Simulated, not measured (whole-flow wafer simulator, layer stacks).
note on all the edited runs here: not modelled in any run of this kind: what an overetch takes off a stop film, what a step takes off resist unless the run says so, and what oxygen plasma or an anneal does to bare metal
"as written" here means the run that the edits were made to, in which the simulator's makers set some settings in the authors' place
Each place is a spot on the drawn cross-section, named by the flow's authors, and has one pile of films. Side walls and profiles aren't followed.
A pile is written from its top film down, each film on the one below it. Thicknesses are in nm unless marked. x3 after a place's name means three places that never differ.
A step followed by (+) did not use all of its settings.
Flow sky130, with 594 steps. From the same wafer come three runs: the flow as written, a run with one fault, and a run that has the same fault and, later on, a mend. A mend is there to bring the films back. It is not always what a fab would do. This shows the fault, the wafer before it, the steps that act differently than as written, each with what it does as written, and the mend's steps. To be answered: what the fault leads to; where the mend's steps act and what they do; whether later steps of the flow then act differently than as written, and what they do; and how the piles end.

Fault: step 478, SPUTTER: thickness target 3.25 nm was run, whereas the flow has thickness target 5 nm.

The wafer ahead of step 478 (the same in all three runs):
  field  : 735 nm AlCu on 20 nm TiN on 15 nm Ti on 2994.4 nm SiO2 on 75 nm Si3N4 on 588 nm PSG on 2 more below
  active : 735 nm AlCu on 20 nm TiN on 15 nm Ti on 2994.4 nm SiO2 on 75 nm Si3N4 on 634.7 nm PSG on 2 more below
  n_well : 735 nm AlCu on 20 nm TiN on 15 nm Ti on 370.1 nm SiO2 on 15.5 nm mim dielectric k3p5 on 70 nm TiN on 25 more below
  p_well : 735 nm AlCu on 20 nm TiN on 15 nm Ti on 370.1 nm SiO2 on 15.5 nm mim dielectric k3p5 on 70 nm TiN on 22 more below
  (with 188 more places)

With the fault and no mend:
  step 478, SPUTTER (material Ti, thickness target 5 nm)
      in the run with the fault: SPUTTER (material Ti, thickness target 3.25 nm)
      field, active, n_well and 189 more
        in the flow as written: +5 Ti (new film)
        in the run with the fault: +3.25 Ti (new film)
  Later steps of the flow acting differently than as written (11 other steps are not shown; they differ only slightly, by no more than 2% or 0.5 nm, whichever is larger):
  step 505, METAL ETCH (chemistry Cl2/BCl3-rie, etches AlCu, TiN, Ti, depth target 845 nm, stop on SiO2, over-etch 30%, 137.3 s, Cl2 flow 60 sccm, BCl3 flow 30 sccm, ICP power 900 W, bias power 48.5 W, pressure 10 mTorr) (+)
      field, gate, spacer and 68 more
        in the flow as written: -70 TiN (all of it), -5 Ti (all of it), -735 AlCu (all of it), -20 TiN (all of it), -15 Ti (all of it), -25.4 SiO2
        in the run with the fault: -70 TiN (all of it), -3.25 Ti (all of it), -735 AlCu (all of it), -20 TiN (all of it), -15 Ti (all of it), -25.5 SiO2
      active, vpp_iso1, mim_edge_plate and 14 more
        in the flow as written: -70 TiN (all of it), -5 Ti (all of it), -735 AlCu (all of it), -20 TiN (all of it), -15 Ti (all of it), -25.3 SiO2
        in the run with the fault: -70 TiN (all of it), -3.25 Ti (all of it), -735 AlCu (all of it), -20 TiN (all of it), -15 Ti (all of it), -25.5 SiO2
  By the end, the piles at n_well, p_well, gate_hv and 102 more depart from the flow's by more than 2% or 0.5 nm, whichever is larger.
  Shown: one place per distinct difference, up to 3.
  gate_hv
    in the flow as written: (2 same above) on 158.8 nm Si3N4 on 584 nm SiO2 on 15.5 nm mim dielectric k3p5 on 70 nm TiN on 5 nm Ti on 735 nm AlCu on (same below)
    in the run with the fault: (2 same above) on 158.8 nm Si3N4 on 585.7 nm SiO2 on 15.5 nm mim dielectric k3p5 on 70 nm TiN on 3.25 nm Ti on 735 nm AlCu on (same below)
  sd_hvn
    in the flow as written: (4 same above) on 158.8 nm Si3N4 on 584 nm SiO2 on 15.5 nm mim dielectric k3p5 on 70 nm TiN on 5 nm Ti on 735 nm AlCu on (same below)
    in the run with the fault: (4 same above) on 158.8 nm Si3N4 on 585.7 nm SiO2 on 15.5 nm mim dielectric k3p5 on 70 nm TiN on 3.25 nm Ti on 735 nm AlCu on (same below)
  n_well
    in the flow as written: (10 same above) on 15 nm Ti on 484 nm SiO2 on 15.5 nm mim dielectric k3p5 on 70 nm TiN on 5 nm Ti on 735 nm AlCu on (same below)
    in the run with the fault: (10 same above) on 15 nm Ti on 485.8 nm SiO2 on 15.5 nm mim dielectric k3p5 on 70 nm TiN on 3.25 nm Ti on 735 nm AlCu on (same below)

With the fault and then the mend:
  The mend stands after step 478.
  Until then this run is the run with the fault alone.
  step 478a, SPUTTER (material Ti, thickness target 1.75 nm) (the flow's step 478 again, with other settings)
      field, active, n_well and 189 more
        +1.75 Ti
  Later steps of the flow that are run all act as written at every place that is followed.
  By the end, the piles equal the flow's at every place that both follow.
